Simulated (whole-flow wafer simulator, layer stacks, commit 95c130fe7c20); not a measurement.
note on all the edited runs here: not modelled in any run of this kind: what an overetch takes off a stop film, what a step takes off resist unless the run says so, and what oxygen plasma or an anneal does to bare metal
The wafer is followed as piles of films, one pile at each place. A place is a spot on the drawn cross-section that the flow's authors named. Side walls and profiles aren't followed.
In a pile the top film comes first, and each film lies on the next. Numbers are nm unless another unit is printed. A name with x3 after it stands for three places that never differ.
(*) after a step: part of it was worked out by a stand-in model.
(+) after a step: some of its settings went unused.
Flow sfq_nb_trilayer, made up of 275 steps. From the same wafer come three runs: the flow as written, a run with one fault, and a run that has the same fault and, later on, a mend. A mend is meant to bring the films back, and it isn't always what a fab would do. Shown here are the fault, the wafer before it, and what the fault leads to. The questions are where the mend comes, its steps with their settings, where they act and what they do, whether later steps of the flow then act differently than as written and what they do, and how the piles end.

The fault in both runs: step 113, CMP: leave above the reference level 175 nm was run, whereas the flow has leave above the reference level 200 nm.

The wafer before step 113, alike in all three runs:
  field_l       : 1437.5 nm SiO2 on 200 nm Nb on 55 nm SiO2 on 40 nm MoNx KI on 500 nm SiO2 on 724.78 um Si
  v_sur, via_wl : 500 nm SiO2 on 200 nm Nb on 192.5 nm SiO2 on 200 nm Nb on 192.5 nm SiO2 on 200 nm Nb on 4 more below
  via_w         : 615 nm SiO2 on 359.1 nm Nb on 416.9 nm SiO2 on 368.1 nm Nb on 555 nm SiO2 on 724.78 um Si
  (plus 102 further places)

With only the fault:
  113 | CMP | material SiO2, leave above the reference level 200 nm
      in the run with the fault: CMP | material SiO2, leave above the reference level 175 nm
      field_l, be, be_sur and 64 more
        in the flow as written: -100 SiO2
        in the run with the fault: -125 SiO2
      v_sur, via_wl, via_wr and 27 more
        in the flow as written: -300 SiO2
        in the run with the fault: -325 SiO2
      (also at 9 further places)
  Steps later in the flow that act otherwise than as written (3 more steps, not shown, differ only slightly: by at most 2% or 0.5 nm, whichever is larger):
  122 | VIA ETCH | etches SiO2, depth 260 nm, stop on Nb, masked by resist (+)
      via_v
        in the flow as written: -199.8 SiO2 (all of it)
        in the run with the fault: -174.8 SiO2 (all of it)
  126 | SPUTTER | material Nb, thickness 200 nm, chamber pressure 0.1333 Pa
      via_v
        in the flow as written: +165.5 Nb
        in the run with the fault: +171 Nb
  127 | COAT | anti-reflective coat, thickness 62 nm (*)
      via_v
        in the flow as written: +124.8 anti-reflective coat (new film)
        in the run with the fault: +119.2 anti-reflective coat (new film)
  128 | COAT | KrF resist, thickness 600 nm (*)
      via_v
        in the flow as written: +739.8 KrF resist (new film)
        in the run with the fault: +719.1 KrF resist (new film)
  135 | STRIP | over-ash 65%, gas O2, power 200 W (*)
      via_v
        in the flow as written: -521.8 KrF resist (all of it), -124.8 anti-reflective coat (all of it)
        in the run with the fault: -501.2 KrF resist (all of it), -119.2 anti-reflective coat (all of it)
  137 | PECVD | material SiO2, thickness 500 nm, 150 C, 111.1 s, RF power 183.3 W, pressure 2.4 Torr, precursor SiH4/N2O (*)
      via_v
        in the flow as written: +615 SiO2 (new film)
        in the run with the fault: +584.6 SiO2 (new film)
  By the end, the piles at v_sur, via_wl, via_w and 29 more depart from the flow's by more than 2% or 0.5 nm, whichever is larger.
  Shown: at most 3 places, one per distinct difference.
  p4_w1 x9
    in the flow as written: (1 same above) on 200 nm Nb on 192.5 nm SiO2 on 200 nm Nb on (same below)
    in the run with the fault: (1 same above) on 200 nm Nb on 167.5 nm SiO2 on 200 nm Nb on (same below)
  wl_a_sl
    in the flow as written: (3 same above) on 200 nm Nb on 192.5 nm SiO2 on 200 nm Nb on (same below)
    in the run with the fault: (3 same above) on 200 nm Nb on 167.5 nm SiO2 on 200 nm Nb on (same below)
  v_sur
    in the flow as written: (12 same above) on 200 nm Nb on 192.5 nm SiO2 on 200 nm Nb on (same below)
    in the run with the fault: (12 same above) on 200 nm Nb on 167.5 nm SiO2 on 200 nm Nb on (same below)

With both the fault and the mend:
  After step 120 comes the mend.
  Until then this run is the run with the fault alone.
  120a | STRIP | over-ash 65%, gas O2, power 200 W (*)
      field_l, v_sur, via_wl and 102 more
        -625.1 KrF resist (all of it), -62 anti-reflective coat (all of it)
      via_v
        -62 anti-reflective coat (all of it)
  120b | PECVD | material SiO2, thickness 25 nm, 150 C, 5.556 s, RF power 183.3 W, pressure 2.4 Torr, precursor SiH4/N2O (the flow's step 112 again, with other settings)
      field_l, v_sur, via_wl and 103 more
        +25 SiO2
  120c | COAT | anti-reflective coat, thickness 62 nm (the flow's step 115 again)
      field_l, v_sur, via_wl and 103 more
        +62 anti-reflective coat (new film)
  120d | COAT | KrF resist, thickness 650 nm (the flow's step 116 again)
      field_l, v_sur, via_wl and 103 more
        +650 KrF resist (new film)
  120e | SOFTBAKE | KrF resist (the flow's step 117 again)
      alters no film at any place that is followed
  120f | EXPOSE | photomask I3, dose 11.91 mJ/cm2, NA 0.6, wavelength 248 nm (*) (the flow's step 118 again)
      alters no film at any place that is followed
  120g | PEB | KrF resist, 90 s (the flow's step 119 again)
      field_l, v_sur, via_wl and 103 more
        -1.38 KrF resist
  120h | DEVELOP | KrF resist, thickness 650 nm, 60 s (the flow's step 120 again)
      field_l, v_sur, via_wl and 102 more
        -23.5 KrF resist
      via_v
        -648.6 KrF resist (all of it)
  Later steps of the flow that are run all act as written at every place that is followed, up to a difference of at most 2% or 0.5 nm, whichever is larger.
  By the end, the piles equal the flow's at every place that both follow.
